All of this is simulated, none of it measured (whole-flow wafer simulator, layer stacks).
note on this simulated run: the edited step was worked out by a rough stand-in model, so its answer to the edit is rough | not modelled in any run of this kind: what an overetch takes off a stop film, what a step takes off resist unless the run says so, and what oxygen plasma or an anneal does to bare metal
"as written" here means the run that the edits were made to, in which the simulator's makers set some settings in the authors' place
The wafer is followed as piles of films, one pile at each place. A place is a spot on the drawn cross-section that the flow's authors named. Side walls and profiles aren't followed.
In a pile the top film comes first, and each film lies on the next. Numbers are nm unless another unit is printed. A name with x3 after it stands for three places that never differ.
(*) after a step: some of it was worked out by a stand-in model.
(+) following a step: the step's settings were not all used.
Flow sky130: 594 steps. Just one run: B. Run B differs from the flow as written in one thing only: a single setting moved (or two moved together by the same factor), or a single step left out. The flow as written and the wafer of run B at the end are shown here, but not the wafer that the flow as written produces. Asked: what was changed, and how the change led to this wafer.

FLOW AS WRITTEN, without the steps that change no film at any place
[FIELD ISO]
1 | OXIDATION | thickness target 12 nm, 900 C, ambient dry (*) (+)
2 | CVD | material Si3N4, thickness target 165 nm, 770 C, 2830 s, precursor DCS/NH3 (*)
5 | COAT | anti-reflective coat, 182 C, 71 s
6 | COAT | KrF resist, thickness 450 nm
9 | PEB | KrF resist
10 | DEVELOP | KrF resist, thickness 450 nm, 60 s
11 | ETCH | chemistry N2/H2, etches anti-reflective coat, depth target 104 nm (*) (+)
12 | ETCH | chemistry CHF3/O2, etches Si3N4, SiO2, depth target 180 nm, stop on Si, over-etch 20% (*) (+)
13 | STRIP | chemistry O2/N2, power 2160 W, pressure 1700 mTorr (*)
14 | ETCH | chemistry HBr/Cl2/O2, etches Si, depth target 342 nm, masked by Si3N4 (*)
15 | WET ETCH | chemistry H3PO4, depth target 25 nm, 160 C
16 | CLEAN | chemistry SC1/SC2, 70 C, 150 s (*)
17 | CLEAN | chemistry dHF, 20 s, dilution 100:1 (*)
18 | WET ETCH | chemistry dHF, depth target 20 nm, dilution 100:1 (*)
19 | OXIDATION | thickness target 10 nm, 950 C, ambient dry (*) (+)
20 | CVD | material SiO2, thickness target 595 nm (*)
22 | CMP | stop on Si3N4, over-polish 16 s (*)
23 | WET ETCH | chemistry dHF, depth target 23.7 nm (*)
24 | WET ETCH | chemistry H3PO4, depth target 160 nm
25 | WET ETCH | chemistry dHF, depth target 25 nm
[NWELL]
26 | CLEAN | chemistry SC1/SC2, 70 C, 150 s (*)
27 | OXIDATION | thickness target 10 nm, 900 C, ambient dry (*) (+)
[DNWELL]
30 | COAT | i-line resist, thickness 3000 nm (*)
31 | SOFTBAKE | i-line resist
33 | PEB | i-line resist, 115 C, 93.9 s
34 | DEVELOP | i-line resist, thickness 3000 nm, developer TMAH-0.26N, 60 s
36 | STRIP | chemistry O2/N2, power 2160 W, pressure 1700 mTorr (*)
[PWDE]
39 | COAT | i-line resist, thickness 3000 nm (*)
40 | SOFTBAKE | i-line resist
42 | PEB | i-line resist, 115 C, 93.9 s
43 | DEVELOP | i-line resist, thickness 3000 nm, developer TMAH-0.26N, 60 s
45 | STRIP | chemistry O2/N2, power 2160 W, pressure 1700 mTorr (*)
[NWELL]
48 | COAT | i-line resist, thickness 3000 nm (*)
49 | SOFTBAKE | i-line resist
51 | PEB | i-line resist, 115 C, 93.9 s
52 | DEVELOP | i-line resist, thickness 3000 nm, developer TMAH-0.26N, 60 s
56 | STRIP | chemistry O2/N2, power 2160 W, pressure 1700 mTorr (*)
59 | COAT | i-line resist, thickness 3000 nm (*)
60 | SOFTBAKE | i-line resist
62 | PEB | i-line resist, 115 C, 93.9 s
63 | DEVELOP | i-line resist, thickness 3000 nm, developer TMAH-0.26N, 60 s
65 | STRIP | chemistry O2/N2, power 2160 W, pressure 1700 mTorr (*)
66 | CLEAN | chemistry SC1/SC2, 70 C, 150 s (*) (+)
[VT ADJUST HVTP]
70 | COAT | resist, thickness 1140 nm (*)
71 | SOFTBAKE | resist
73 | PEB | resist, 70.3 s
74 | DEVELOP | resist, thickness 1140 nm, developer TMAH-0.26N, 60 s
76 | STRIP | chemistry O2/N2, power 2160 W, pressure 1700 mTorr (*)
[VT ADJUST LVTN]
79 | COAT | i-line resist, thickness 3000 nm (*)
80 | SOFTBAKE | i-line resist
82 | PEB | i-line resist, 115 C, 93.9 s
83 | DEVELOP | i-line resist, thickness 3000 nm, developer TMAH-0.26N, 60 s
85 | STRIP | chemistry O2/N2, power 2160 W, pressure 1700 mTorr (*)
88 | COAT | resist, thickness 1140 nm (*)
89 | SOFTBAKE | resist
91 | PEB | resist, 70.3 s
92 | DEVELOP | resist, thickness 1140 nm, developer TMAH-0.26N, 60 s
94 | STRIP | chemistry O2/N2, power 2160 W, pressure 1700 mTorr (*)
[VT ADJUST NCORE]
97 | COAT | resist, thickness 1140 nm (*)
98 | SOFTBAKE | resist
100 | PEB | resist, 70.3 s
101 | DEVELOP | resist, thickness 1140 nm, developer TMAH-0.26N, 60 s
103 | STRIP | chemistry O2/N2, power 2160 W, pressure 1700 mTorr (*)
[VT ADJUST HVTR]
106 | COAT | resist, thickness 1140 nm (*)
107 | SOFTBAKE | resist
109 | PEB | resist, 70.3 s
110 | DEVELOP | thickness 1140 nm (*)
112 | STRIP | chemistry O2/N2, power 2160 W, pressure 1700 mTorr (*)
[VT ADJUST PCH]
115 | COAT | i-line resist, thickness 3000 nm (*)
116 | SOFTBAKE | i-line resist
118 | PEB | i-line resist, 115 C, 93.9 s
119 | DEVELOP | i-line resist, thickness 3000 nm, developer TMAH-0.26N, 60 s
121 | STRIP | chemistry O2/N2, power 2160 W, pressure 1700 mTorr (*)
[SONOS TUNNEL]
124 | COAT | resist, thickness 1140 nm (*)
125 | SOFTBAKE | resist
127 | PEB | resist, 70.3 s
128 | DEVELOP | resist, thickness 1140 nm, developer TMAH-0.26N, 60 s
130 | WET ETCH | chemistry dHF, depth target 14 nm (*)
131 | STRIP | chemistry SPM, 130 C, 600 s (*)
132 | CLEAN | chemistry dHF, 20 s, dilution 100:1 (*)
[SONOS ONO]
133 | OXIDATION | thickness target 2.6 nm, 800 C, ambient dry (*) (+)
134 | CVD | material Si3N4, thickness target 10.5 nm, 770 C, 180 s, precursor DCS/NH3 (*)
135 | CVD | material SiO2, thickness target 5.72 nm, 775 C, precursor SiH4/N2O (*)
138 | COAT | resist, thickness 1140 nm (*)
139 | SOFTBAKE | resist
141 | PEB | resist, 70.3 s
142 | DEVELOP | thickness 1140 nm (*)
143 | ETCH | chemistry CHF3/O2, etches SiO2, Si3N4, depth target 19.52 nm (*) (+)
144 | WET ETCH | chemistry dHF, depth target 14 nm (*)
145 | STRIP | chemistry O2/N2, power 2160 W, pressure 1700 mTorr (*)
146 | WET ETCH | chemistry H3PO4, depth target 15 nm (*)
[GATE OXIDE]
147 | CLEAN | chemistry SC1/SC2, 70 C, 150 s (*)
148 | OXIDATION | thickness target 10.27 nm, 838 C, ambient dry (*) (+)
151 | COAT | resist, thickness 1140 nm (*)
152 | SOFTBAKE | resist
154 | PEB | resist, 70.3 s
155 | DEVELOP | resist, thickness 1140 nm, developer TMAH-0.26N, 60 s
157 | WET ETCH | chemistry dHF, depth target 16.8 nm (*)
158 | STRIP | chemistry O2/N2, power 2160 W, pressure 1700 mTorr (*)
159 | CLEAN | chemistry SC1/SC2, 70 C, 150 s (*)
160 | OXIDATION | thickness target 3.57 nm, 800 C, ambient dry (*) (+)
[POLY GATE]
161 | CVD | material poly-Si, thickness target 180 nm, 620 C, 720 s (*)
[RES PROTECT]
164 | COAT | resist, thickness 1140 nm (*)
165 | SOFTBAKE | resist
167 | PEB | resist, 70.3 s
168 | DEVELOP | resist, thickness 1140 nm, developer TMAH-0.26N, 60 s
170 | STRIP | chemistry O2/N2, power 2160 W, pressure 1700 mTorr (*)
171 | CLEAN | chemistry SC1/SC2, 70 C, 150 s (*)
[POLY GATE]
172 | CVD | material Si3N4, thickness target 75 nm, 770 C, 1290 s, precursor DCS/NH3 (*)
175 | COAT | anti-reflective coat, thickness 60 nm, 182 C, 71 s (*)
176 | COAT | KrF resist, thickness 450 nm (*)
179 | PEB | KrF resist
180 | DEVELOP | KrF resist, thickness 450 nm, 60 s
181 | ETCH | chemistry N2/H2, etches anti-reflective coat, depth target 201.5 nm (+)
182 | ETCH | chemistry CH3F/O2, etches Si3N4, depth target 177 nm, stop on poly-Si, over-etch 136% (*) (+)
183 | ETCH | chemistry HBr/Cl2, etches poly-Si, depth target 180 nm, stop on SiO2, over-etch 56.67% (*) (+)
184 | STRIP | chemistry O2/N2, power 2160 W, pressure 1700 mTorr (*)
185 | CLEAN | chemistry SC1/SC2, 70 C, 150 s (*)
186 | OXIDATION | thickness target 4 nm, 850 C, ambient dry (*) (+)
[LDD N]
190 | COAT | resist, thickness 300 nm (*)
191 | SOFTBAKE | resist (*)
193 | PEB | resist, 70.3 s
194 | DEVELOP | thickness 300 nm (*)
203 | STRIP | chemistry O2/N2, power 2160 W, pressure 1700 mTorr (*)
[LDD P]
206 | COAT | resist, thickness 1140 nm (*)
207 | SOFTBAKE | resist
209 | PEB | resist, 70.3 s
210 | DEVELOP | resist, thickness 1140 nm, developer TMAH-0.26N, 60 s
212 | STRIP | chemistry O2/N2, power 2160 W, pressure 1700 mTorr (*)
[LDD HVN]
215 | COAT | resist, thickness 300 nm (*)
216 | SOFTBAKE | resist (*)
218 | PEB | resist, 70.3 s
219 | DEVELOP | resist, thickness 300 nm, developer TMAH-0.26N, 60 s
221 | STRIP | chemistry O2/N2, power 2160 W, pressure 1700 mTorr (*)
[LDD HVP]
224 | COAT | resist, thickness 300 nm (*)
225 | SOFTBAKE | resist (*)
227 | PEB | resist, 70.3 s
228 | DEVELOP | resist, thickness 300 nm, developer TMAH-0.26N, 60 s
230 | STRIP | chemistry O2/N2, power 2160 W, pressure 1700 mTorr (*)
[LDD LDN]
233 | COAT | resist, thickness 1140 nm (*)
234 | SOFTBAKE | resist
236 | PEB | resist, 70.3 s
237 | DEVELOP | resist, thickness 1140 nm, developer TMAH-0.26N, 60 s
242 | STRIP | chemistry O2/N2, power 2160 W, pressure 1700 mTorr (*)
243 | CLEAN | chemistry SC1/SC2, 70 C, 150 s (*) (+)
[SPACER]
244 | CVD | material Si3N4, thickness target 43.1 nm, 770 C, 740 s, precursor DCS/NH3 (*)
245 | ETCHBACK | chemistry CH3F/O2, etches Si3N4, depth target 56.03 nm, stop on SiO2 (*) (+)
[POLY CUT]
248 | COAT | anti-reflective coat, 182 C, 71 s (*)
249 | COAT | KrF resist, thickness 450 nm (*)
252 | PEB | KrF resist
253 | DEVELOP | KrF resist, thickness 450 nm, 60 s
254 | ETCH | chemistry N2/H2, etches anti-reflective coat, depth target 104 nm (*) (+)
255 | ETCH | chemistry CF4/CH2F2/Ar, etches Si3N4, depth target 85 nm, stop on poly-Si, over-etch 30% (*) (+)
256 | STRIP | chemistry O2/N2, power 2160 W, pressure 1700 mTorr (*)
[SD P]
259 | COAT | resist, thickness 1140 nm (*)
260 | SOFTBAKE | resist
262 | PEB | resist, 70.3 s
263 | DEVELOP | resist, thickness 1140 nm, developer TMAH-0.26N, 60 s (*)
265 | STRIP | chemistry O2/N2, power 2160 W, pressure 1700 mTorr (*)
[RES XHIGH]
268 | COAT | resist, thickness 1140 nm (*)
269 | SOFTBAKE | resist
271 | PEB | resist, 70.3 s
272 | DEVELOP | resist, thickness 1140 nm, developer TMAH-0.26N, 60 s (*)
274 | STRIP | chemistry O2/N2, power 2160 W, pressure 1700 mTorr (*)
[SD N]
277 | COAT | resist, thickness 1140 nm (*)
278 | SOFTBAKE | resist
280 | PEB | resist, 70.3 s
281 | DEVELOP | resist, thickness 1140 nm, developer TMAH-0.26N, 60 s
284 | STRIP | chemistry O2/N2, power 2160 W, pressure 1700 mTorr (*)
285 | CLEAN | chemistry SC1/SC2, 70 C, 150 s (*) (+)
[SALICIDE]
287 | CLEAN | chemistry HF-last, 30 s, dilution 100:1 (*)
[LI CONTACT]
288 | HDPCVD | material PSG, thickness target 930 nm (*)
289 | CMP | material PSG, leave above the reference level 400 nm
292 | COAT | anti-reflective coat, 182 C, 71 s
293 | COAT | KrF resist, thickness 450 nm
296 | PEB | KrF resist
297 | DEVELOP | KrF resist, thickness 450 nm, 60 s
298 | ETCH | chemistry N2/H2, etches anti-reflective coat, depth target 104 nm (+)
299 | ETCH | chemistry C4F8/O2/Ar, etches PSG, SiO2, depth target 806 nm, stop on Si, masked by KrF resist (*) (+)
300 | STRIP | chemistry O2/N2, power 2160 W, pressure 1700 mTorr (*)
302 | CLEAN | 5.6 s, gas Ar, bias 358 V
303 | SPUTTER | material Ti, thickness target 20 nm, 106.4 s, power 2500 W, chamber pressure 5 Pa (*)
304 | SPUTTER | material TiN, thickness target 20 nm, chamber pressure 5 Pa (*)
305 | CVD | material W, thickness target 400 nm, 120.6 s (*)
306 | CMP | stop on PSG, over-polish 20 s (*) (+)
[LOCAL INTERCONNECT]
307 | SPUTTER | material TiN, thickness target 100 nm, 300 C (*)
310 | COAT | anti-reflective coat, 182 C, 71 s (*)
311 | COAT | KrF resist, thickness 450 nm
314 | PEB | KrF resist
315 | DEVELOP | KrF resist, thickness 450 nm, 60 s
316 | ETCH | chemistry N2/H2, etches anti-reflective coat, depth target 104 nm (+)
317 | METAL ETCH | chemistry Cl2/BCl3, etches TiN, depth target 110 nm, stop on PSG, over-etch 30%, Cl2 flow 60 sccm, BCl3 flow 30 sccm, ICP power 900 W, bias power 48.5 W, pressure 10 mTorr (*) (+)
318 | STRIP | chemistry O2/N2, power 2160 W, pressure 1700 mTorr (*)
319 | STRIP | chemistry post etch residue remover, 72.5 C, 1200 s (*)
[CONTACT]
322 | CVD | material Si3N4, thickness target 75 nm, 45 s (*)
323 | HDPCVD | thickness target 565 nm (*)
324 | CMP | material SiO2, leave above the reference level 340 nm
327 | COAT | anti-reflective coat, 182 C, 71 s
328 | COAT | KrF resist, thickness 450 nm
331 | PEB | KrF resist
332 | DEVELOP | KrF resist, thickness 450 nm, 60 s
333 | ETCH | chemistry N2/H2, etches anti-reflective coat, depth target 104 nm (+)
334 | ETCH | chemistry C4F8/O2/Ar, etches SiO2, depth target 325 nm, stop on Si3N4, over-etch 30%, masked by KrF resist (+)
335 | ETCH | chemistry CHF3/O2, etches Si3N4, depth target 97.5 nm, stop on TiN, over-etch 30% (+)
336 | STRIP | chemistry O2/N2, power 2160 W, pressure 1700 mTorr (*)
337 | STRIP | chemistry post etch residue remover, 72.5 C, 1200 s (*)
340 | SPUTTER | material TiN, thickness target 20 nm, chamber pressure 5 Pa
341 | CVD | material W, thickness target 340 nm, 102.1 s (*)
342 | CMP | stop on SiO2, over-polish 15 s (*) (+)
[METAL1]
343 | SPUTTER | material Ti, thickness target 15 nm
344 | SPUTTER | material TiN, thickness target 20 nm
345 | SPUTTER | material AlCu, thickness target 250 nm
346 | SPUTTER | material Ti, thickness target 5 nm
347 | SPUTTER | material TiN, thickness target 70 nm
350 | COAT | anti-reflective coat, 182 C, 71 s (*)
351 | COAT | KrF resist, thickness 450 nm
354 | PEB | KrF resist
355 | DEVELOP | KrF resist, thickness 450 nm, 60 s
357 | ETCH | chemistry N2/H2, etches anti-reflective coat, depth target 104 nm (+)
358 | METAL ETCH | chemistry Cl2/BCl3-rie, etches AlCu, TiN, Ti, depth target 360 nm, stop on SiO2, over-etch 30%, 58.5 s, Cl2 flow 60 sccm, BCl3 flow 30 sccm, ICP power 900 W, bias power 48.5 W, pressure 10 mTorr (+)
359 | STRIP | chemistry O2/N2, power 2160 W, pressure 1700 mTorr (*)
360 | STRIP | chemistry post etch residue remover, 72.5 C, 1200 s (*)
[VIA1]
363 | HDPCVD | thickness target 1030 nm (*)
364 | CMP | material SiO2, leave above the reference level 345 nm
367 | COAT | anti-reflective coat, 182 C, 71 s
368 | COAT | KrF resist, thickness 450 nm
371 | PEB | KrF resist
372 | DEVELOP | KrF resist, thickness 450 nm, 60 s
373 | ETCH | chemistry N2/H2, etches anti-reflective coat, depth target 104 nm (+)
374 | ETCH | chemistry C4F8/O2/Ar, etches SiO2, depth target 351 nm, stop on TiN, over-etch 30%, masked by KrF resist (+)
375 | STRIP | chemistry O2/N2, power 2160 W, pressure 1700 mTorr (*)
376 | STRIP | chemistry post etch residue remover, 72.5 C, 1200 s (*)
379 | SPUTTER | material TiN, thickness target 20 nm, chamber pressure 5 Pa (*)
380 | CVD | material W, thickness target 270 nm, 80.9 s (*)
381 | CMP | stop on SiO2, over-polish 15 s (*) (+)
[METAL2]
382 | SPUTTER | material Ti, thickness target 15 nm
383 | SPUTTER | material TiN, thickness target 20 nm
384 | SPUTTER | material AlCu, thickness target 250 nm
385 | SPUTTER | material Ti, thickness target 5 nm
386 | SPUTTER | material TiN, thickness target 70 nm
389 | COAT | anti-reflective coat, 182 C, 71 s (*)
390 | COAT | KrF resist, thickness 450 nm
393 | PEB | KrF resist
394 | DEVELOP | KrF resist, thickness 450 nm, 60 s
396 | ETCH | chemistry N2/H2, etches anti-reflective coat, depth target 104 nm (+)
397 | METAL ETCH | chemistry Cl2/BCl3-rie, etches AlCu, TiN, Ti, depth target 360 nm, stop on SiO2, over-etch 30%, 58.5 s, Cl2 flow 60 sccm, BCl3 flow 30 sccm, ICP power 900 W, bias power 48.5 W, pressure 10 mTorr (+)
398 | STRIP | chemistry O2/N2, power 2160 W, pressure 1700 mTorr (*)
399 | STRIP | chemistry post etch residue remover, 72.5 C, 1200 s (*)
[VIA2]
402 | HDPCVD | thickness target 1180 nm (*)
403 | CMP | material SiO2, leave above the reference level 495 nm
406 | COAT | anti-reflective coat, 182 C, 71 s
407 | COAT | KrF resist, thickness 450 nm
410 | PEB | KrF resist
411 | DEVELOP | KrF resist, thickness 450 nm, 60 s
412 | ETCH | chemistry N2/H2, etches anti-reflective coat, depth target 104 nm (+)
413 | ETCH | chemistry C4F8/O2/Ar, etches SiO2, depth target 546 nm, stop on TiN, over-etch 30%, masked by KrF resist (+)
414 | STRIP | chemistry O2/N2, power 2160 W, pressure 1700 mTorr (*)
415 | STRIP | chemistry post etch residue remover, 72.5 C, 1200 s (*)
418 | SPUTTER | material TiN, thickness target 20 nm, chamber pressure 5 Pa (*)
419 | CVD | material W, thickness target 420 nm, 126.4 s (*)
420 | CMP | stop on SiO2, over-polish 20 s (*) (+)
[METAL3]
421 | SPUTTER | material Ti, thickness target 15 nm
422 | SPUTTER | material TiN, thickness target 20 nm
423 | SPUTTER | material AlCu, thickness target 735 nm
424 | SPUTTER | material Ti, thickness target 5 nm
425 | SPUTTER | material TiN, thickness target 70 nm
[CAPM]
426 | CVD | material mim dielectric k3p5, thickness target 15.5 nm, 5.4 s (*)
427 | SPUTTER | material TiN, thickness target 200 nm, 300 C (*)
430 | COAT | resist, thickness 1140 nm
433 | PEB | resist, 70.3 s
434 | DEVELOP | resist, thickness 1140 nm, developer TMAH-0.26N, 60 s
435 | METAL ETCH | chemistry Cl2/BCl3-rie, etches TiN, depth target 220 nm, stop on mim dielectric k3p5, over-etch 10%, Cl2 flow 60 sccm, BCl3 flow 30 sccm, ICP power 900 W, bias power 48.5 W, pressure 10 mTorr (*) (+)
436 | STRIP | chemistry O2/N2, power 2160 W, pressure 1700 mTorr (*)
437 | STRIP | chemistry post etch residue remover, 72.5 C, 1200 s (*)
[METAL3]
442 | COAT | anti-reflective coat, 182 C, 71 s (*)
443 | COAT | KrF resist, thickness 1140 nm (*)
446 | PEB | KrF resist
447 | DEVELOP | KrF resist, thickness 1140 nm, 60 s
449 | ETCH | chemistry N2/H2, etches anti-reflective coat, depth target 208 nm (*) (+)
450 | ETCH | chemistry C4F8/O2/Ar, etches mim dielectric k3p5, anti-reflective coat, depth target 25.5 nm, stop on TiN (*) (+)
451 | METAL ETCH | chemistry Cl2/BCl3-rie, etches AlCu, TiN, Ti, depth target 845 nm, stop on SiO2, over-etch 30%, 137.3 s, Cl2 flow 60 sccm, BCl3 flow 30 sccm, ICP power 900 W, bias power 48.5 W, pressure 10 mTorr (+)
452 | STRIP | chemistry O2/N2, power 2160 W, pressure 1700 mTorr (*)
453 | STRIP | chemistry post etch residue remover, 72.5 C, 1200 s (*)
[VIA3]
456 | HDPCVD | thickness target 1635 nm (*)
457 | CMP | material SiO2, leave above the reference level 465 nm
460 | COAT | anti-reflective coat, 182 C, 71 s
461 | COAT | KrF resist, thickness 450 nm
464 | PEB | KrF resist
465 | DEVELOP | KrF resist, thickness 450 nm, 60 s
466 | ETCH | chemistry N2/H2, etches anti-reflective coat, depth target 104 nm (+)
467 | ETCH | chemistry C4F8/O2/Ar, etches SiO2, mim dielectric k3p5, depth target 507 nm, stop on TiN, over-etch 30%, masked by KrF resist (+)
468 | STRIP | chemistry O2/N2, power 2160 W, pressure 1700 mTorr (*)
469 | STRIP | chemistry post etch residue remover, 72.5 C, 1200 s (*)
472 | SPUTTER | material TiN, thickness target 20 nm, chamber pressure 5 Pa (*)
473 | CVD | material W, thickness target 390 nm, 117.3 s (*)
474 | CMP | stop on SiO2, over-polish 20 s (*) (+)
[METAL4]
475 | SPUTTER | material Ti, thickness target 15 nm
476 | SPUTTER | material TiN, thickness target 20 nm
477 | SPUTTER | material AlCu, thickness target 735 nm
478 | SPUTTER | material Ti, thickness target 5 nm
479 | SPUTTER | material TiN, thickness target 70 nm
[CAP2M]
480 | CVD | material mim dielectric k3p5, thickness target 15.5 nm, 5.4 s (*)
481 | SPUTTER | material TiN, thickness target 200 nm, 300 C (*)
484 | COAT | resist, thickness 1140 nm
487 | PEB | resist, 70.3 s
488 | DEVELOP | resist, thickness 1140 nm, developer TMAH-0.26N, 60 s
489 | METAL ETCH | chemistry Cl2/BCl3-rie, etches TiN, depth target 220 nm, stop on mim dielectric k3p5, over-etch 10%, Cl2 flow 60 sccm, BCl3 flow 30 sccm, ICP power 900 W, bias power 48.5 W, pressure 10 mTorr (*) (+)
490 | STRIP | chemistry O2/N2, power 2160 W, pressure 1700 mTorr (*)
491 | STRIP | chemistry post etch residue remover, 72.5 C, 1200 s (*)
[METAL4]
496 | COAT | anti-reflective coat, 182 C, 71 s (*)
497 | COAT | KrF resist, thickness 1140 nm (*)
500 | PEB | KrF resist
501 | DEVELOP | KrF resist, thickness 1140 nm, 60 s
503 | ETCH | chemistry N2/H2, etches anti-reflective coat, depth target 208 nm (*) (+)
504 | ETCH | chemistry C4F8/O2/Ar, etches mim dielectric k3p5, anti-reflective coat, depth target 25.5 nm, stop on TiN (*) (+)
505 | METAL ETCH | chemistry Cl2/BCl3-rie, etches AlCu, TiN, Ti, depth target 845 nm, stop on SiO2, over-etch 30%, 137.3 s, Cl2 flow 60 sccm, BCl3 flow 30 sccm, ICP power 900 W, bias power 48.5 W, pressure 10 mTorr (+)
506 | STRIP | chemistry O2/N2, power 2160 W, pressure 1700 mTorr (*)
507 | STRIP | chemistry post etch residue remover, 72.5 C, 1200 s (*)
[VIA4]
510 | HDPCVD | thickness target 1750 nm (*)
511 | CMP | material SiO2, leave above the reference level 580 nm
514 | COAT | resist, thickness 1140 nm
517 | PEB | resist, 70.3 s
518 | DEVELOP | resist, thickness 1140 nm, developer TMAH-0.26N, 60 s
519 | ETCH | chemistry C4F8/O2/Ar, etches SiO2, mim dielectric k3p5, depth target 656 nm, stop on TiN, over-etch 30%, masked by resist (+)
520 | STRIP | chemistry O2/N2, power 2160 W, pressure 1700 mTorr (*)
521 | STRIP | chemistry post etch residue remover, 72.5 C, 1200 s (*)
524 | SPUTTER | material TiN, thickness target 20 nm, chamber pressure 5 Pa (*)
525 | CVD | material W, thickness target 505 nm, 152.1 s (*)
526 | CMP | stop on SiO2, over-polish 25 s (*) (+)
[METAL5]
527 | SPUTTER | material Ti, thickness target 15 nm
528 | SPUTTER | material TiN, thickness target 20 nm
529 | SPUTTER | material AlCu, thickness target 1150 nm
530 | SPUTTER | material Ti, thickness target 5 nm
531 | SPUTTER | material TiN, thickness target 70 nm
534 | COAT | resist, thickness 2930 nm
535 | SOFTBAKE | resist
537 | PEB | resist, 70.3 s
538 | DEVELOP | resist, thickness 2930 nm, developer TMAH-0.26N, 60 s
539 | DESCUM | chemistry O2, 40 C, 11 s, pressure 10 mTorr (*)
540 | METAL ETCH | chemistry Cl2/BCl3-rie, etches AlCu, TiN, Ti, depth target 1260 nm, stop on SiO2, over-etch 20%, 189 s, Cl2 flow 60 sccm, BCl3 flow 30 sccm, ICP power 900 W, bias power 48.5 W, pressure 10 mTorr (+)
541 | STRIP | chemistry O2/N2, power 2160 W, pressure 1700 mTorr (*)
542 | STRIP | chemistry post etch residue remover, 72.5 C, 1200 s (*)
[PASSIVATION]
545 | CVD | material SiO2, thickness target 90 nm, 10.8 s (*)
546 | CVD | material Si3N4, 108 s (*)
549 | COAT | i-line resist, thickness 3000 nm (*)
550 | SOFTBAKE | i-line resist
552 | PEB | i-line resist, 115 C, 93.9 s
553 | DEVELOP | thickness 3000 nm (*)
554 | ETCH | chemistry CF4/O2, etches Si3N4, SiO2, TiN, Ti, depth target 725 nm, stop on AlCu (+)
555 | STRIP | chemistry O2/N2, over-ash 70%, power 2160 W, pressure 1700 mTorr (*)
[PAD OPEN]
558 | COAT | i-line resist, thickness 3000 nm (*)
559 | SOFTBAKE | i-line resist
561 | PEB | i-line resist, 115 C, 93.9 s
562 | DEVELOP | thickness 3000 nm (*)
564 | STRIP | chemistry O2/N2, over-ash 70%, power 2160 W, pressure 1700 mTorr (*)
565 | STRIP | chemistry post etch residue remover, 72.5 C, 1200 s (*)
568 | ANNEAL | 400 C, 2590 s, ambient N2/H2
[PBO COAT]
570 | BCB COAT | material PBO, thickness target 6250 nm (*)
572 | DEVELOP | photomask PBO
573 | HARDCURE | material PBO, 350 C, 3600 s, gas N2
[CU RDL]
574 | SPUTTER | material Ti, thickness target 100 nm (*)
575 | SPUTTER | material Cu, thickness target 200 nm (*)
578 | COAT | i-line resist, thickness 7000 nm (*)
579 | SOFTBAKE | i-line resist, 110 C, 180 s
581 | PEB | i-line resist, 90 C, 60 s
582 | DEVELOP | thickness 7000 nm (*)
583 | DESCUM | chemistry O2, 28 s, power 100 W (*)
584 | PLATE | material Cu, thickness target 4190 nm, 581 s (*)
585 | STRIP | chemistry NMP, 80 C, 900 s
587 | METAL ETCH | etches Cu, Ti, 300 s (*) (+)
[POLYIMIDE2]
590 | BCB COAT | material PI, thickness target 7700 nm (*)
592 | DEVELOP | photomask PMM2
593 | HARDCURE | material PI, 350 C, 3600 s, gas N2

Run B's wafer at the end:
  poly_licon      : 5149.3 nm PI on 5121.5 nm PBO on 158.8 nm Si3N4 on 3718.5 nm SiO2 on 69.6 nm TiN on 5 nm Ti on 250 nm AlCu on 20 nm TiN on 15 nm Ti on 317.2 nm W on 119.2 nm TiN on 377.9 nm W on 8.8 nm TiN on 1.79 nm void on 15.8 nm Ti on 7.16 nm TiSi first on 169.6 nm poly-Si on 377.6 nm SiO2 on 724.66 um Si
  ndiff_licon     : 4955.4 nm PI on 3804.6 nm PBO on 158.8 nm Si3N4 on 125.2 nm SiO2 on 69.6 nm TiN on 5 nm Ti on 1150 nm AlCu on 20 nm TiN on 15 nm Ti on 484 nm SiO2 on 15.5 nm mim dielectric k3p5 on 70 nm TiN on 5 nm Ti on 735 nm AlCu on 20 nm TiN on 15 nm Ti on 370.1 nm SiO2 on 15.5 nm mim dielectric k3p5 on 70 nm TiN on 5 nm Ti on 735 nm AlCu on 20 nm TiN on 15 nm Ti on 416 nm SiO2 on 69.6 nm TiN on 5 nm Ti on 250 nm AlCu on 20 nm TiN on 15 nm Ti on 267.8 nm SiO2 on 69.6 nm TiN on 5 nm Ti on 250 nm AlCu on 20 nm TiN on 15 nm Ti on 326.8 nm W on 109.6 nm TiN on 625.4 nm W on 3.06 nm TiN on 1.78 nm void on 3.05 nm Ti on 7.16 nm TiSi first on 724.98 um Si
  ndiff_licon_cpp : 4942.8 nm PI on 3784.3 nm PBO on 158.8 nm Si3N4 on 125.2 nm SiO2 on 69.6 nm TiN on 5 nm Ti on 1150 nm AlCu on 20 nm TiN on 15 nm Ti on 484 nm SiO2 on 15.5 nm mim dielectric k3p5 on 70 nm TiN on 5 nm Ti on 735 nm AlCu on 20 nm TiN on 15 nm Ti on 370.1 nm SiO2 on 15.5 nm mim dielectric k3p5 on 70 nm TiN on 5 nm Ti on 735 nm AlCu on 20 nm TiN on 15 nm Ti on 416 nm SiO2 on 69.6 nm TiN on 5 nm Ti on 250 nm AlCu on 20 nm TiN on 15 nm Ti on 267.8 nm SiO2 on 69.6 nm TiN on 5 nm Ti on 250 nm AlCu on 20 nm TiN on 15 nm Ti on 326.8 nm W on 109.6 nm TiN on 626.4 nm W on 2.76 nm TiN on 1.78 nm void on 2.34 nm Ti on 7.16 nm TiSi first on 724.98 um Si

What caused this: step 304, SPUTTER: thickness target 8.8 nm was run, whereas the flow has thickness target 20 nm.
The wafer itself shows it: poly_licon has TiN 8.8, and step 304 as written asks for 20 nm.

How this came from the change, step by step:
  304 | SPUTTER | material TiN, thickness target 20 nm, chamber pressure 5 Pa (*)
      field, active, n_well and 185 more: +8.8 TiN (new film) (it would be, as written: +20 TiN (new film))
      ndiff_licon: +3.06 TiN (new film) (it would be, as written: +6.83 TiN (new film))
      (and at 2 other places as well)
  306 | CMP | stop on PSG, over-polish 20 s (*) (+)
      field, active, n_well and 184 more: -400 W (all of it), -8.8 TiN (all of it), -20 Ti (all of it), -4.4 PSG (it would be, as written: -400 W (all of it), -20 TiN (all of it), -20 Ti (all of it), -4.4 PSG)
      ndiff_licon, ndiff_licon_cpp, rpo_hd_licon: -433.7 W (it would be, as written: -444.9 W)
      (and at 1 other place as well)
